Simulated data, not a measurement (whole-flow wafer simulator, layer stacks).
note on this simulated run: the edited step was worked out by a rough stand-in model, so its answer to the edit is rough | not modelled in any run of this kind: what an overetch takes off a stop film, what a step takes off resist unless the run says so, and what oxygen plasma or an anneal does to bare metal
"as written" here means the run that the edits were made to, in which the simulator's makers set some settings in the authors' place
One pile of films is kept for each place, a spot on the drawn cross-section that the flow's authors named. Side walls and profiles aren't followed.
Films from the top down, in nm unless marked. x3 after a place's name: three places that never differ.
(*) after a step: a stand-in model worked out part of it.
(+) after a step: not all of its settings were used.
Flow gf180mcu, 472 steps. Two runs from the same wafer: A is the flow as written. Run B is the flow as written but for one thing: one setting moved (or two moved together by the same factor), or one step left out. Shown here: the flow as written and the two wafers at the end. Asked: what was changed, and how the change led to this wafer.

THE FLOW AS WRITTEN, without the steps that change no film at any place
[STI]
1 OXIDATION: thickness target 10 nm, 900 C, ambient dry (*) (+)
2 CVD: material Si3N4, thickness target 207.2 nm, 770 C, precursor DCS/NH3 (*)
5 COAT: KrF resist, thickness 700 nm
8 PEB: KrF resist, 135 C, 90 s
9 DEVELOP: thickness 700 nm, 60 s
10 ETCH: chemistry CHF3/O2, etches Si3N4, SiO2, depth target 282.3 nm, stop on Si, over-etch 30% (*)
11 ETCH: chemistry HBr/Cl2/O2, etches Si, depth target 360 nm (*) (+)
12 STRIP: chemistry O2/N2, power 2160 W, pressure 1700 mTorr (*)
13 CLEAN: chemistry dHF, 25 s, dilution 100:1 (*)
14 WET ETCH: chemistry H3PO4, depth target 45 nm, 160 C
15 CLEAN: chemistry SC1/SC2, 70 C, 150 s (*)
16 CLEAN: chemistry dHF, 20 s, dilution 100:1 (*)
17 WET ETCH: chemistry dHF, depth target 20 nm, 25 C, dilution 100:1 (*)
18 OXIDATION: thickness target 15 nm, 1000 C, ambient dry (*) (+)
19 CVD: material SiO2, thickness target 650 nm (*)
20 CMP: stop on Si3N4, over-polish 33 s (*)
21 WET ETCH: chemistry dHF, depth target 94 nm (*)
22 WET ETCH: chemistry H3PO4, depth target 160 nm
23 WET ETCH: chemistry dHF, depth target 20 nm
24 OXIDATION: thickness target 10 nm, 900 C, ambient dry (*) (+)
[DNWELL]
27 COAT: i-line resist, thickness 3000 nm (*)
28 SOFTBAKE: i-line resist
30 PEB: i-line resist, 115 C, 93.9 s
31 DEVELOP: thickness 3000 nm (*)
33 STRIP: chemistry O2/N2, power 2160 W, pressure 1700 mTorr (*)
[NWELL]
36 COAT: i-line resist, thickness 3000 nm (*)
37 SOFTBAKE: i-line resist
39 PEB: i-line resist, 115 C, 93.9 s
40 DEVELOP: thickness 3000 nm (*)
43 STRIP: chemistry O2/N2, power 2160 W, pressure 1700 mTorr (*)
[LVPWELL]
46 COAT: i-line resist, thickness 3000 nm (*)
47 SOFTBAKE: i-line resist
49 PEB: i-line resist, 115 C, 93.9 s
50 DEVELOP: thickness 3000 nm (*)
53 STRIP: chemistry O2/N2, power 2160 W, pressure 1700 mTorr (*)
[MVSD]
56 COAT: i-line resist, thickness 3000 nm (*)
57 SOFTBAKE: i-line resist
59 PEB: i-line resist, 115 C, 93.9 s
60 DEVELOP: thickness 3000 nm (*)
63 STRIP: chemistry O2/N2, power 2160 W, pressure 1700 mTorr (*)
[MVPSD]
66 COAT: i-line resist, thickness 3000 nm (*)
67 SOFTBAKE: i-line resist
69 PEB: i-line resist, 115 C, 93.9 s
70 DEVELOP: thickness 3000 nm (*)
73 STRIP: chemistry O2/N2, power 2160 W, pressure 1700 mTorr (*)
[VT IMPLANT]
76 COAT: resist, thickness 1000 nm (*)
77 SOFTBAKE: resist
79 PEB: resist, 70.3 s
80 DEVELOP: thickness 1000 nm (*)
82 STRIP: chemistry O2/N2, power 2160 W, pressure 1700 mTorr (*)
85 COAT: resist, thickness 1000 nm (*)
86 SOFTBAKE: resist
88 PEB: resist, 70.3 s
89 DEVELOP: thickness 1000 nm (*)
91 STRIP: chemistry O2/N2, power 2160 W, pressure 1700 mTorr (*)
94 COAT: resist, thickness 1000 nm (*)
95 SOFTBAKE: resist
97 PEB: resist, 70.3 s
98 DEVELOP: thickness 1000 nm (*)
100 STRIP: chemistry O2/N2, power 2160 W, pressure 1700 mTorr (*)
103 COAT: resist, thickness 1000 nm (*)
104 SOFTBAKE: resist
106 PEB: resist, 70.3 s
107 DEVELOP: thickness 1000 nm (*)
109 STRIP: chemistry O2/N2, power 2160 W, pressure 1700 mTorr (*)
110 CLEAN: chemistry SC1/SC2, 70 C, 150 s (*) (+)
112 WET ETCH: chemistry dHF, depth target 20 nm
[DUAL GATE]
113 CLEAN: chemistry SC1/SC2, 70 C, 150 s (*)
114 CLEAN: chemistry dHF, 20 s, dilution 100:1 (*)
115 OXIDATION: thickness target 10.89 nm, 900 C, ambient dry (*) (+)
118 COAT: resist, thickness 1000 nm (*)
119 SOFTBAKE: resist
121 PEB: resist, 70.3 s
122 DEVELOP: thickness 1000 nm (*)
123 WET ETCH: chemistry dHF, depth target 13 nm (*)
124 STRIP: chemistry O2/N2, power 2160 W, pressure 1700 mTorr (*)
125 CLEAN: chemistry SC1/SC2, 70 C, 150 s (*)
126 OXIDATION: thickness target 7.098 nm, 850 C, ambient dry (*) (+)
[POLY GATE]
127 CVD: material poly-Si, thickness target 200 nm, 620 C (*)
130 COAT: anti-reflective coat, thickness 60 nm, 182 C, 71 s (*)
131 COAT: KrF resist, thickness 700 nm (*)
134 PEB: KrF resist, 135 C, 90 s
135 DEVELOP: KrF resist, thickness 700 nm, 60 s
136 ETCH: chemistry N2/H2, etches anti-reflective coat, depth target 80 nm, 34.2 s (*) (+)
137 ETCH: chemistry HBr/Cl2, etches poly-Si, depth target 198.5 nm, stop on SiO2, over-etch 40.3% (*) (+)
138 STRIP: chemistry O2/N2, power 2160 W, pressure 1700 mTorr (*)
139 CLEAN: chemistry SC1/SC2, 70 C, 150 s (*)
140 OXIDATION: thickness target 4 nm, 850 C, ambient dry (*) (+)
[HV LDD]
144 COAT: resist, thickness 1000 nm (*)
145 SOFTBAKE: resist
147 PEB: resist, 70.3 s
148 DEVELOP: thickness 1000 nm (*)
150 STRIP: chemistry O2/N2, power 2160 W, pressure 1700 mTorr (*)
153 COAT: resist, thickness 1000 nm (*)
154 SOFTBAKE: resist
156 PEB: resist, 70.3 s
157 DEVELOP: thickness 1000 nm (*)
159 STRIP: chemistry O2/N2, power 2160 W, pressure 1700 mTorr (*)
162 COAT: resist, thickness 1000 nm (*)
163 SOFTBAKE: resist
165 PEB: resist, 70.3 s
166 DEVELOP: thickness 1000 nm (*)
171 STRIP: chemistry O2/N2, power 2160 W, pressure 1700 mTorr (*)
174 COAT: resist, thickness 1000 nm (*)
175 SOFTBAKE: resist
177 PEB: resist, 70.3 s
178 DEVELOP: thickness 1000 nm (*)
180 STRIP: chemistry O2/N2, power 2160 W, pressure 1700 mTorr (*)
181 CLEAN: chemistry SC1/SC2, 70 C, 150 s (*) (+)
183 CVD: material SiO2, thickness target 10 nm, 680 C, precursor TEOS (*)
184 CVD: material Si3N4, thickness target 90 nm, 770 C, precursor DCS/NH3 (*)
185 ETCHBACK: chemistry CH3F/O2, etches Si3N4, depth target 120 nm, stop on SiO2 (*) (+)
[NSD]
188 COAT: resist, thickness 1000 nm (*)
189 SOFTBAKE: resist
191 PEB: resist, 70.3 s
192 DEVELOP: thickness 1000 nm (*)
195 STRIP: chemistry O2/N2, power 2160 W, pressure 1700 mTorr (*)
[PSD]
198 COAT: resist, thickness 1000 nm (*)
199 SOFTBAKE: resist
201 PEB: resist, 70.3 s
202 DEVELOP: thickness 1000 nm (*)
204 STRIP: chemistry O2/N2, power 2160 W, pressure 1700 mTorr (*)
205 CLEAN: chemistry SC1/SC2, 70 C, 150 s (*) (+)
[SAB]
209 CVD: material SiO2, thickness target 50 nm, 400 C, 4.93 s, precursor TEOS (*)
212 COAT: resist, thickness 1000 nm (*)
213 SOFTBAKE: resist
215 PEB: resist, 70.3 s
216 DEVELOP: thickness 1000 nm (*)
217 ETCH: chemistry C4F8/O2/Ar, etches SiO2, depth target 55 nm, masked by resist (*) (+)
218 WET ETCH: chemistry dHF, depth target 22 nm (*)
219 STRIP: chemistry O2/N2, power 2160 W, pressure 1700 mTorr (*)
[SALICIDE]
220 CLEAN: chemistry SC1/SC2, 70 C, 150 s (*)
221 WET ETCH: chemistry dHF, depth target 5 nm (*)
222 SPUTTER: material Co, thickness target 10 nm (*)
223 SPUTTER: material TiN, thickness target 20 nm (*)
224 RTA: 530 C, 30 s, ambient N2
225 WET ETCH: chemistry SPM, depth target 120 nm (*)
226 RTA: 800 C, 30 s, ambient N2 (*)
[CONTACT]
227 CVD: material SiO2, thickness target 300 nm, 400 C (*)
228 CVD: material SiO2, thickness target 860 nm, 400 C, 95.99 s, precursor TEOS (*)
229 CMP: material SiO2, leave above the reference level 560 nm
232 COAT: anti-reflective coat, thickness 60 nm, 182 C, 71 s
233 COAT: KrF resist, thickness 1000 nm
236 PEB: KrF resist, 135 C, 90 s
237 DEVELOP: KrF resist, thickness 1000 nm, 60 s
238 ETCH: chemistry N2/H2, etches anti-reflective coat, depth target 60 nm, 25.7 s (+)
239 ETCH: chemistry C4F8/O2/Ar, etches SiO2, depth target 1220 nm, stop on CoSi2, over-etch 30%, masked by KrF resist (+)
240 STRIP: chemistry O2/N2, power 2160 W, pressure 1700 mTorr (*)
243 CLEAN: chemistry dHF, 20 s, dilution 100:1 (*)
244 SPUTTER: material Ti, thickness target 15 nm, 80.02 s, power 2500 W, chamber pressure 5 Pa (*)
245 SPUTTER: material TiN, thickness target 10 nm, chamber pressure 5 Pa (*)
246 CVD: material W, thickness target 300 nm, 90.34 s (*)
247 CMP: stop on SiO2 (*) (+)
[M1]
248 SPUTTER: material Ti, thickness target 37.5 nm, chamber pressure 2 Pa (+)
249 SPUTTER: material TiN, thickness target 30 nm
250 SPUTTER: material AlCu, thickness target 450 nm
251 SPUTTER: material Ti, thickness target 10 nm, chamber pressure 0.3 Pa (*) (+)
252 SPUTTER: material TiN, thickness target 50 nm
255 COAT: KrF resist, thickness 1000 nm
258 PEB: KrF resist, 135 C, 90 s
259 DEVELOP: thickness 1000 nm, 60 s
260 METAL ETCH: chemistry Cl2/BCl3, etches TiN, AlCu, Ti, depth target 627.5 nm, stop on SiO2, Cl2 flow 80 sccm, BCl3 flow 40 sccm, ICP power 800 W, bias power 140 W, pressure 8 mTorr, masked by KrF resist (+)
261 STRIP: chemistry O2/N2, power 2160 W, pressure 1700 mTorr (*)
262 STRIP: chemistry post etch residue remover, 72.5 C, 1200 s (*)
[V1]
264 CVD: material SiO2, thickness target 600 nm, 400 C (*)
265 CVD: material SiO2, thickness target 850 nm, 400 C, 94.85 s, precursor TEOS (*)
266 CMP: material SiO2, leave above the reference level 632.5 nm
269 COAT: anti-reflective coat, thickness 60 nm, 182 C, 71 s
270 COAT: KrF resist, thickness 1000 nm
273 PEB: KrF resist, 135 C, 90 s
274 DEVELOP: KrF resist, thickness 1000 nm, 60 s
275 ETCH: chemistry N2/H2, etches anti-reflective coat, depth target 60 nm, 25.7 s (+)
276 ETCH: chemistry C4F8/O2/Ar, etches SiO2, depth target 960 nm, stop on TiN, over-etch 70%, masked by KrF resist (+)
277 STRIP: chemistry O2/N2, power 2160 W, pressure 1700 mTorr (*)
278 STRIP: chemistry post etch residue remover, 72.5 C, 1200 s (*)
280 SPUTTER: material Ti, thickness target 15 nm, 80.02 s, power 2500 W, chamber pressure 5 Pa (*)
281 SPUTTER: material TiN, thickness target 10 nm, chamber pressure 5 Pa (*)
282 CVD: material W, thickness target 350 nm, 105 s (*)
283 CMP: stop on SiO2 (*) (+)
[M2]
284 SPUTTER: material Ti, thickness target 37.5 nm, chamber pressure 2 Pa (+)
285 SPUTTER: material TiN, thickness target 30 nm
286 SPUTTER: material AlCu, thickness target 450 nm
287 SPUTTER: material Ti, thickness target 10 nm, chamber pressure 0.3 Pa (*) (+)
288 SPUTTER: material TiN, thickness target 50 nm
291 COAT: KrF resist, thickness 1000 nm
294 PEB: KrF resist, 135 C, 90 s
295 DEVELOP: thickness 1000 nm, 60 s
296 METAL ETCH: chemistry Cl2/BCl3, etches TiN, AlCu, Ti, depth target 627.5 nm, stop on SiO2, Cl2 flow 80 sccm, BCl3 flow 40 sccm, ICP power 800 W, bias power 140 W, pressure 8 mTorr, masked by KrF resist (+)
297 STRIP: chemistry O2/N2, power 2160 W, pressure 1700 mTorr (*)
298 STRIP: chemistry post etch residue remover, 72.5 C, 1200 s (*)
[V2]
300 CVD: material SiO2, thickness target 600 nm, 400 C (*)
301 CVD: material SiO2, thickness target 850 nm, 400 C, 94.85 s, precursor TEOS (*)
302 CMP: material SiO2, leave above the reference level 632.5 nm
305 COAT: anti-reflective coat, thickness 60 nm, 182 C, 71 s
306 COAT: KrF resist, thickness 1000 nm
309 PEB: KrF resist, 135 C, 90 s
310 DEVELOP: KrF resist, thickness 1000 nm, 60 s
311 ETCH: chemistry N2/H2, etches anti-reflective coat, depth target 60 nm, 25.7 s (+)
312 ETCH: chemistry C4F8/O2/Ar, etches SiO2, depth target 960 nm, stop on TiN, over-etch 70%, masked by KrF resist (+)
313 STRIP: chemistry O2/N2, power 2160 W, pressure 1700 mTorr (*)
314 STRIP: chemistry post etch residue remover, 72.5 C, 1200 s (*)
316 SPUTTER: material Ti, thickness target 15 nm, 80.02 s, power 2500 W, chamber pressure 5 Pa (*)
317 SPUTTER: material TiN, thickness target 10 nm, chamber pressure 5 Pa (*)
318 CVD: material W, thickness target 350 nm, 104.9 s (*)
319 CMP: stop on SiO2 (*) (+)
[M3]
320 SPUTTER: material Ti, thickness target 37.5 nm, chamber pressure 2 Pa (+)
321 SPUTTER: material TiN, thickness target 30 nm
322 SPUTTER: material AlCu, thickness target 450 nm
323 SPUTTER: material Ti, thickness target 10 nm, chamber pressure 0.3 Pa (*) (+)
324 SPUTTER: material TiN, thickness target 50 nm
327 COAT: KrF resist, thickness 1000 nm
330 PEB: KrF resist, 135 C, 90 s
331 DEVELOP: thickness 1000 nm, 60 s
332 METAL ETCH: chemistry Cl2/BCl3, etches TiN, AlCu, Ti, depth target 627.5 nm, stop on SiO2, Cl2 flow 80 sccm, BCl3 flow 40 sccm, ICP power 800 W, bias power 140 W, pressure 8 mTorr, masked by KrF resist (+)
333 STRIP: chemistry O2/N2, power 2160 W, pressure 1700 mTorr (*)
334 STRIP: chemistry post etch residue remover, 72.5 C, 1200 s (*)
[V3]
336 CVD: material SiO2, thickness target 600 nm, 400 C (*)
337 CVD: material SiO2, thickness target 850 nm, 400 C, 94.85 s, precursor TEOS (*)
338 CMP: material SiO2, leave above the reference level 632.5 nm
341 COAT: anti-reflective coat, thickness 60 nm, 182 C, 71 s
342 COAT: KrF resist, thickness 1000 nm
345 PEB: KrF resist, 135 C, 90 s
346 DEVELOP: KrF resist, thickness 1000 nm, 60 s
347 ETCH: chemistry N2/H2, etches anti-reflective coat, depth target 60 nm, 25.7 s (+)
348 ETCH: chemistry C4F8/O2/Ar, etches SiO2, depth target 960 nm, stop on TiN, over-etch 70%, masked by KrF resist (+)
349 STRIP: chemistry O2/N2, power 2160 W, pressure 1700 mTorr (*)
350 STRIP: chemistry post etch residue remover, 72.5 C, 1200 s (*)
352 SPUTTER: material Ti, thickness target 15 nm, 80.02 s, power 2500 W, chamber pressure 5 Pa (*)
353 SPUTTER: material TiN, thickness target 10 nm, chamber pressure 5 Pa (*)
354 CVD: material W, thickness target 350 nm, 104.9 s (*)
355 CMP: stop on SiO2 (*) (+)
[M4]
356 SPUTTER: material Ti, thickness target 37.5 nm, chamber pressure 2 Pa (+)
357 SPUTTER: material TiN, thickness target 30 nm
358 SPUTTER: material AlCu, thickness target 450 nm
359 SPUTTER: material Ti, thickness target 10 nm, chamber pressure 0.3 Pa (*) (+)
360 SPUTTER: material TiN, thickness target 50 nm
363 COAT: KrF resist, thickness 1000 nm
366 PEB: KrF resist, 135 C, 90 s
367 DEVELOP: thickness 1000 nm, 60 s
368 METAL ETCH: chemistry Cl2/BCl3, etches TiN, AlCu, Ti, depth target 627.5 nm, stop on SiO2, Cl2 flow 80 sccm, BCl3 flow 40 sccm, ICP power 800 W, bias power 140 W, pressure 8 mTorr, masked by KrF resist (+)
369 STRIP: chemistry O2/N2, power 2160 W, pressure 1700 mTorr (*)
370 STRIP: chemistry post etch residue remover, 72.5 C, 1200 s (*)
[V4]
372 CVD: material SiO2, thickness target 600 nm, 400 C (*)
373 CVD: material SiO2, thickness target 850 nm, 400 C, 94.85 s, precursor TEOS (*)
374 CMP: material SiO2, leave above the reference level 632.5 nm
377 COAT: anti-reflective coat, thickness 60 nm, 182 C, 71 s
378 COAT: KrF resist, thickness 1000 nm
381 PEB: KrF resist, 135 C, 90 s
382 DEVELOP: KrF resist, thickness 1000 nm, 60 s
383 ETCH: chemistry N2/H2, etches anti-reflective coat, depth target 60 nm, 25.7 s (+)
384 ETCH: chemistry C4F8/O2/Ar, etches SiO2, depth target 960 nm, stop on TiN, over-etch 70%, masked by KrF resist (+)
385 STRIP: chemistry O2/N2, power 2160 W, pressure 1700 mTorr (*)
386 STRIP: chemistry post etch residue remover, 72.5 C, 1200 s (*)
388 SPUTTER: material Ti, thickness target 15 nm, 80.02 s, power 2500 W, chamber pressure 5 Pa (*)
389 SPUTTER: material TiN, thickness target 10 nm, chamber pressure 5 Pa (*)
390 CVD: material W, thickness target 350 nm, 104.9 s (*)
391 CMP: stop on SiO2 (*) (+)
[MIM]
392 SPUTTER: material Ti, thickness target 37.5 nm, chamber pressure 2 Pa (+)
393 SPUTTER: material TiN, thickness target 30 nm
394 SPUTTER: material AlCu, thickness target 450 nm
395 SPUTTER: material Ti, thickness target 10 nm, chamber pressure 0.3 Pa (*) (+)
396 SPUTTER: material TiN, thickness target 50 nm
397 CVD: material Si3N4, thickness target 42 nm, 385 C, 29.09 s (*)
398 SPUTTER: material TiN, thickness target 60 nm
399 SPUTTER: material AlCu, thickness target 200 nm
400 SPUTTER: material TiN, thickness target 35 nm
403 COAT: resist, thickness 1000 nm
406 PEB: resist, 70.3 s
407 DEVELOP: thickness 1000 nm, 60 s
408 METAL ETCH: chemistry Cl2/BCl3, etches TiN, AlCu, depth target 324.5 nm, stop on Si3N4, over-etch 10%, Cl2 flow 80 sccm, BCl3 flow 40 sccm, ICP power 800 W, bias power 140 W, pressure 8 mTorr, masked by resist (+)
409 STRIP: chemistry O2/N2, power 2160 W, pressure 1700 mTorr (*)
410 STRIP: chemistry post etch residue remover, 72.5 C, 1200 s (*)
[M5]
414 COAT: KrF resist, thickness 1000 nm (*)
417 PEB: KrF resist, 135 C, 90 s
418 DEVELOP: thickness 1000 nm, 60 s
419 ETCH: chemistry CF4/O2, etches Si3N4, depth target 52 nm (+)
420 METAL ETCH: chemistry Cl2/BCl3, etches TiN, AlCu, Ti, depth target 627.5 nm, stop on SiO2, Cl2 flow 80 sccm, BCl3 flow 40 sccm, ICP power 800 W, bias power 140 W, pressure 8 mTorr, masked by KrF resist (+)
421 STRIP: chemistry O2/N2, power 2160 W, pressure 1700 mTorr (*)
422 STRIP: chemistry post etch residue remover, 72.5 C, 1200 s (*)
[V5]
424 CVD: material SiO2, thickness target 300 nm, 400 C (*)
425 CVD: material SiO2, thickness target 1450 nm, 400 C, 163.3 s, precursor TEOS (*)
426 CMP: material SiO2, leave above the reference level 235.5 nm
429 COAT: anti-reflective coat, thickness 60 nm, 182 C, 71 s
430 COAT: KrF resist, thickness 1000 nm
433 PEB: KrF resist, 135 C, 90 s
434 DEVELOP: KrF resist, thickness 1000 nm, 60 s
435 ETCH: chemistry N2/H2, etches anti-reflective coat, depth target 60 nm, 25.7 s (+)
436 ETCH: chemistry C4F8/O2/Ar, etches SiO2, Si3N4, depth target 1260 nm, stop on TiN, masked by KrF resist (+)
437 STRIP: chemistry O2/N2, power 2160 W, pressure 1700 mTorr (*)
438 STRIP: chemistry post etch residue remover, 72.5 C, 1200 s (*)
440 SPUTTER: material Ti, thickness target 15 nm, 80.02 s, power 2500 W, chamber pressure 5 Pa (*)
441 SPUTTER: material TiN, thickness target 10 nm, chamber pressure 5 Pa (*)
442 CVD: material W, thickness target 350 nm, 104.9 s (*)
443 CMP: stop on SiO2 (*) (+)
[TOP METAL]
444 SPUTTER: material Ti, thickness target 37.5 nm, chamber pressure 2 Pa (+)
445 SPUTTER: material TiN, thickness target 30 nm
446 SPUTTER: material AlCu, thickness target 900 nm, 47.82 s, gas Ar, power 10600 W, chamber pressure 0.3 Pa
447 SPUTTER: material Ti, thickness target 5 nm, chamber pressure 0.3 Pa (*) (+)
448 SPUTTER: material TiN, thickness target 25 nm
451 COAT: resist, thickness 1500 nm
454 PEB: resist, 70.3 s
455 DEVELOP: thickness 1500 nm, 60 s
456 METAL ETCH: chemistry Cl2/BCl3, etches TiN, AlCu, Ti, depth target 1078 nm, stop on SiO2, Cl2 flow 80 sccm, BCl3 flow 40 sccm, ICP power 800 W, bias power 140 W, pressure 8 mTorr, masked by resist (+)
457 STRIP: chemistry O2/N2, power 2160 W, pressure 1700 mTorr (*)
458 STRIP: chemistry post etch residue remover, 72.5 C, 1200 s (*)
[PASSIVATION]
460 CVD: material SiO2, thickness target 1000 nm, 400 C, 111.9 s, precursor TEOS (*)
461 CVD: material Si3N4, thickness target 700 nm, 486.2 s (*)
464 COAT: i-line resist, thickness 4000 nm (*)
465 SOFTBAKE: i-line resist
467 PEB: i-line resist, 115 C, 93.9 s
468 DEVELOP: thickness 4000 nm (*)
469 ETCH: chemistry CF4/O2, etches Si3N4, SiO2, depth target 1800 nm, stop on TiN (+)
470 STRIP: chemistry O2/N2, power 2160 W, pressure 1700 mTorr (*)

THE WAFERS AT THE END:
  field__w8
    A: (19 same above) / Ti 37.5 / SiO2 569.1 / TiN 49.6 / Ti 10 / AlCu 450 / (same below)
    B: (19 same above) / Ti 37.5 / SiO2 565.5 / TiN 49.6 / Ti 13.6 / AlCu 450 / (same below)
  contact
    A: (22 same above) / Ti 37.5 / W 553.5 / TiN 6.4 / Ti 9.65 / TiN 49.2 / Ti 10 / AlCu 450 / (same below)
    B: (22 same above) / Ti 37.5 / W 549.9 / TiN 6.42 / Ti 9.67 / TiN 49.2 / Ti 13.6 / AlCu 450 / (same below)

The cause: step 323, SPUTTER: thickness target 13.6 nm was run, where the flow has thickness target 10 nm.
It can be read off the wafer: field__w8 has Ti 13.6, and step 323 as written asks for 10 nm.

How the change led to this, step by step:
  323 SPUTTER: material Ti, thickness target 10 nm, chamber pressure 0.3 Pa (*) (+)
      field, field__w1, field__w2 and 108 more: A Ti +10 (new film) | B Ti +13.6 (new film)
  332 METAL ETCH: chemistry Cl2/BCl3, etches TiN, AlCu, Ti, depth target 627.5 nm, stop on SiO2, Cl2 flow 80 sccm, BCl3 flow 40 sccm, ICP power 800 W, bias power 140 W, pressure 8 mTorr, masked by KrF resist (+)
      field, field__w1, field__w2 and 103 more: A TiN -50 (all of it), Ti -10 (all of it), AlCu -450 (all of it), TiN -30 (all of it), Ti -37.5 (all of it) | B TiN -50 (all of it), Ti -13.6 (all of it), AlCu -450 (all of it), TiN -30 (all of it), Ti -37.5 (all of it)
